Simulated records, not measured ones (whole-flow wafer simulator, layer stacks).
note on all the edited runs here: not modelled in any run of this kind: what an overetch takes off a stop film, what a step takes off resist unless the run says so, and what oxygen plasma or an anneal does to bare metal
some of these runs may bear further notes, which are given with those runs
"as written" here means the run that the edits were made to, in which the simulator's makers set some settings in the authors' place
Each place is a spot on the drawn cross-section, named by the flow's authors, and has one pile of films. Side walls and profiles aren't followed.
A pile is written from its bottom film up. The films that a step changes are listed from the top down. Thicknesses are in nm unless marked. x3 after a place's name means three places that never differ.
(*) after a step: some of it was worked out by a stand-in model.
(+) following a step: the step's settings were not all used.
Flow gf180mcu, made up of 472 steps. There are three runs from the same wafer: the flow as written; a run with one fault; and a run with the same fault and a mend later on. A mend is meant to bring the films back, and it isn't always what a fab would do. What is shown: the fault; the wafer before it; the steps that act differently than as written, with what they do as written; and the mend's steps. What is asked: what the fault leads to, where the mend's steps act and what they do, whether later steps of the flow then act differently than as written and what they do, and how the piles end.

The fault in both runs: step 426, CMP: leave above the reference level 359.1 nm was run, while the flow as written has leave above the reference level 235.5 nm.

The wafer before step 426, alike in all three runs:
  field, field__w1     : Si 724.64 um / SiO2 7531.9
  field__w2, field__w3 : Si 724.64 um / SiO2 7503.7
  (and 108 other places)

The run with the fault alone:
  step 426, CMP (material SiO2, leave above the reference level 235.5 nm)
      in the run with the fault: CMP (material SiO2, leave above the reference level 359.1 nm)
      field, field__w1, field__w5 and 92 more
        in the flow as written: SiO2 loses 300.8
        in the run with the fault: SiO2 loses 177.2
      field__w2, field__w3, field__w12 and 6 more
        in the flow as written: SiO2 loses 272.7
        in the run with the fault: SiO2 loses 149.1
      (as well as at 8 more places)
  Steps later in the flow that act otherwise than as written (1 other step is not shown; it differs only slightly, by no more than 2% or 0.5 nm, whichever is larger):
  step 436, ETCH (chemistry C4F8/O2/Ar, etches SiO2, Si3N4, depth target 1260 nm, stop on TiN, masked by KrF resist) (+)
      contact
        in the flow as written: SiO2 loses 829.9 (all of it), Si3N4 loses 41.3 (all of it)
        in the run with the fault: SiO2 loses 953.5 (all of it), Si3N4 loses 41.3 (all of it)
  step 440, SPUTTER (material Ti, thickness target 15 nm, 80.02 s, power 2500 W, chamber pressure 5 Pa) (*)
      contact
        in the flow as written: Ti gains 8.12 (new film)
        in the run with the fault: Ti gains 7.57 (new film)
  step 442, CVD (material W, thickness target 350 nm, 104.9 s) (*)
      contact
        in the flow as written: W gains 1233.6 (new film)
        in the run with the fault: W gains 1358.1 (new film)
  By the end, the piles at field__w4, field__w8, contact, m1, m1__w1, mim, mim_1p0, m1_nw depart from the flow's by more than 2% or 0.5 nm, whichever is larger.
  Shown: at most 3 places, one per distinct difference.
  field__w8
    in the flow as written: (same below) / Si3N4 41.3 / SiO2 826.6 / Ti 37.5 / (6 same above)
    in the run with the fault: (same below) / Si3N4 41.3 / SiO2 950.2 / Ti 37.5 / (6 same above)
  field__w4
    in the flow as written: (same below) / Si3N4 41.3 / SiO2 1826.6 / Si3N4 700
    in the run with the fault: (same below) / Si3N4 41.3 / SiO2 1950.2 / Si3N4 700
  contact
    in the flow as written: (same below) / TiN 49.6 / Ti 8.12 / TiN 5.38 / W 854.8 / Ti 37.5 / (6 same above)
    in the run with the fault: (same below) / TiN 49.6 / Ti 7.57 / TiN 5.01 / W 979.3 / Ti 37.5 / (6 same above)

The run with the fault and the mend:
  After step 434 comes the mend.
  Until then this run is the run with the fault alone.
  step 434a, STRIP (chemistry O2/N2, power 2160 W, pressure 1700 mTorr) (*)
      field, field__w1, field__w2 and 108 more
        KrF resist loses 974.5 (all of it), anti-reflective coat loses 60 (all of it)
      contact
        anti-reflective coat loses 60 (all of it)
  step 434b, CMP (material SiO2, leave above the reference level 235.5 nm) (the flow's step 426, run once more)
      field, field__w1, field__w2 and 109 more
        SiO2 loses 123.6
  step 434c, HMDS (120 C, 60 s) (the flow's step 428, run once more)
      leaves every film unchanged at each place that is followed
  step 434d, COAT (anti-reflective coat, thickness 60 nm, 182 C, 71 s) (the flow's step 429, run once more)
      field, field__w1, field__w2 and 109 more
        anti-reflective coat gains 60 (new film)
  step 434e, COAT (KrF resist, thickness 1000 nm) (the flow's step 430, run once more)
      field, field__w1, field__w2 and 109 more
        KrF resist gains 1000 (new film)
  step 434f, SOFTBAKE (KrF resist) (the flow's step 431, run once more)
      leaves every film unchanged at each place that is followed
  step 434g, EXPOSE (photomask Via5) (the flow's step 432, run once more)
      leaves every film unchanged at each place that is followed
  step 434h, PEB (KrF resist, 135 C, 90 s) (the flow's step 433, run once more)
      field, field__w1, field__w2 and 109 more
        KrF resist loses 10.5
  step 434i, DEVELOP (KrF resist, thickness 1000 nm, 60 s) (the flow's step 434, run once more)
      field, field__w1, field__w2 and 108 more
        KrF resist loses 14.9
      contact
        KrF resist loses 989.5 (all of it)
  Later steps of the flow that are run all act as written at every place that is followed.
  At every place that both follow, the piles at the end match the flow's.
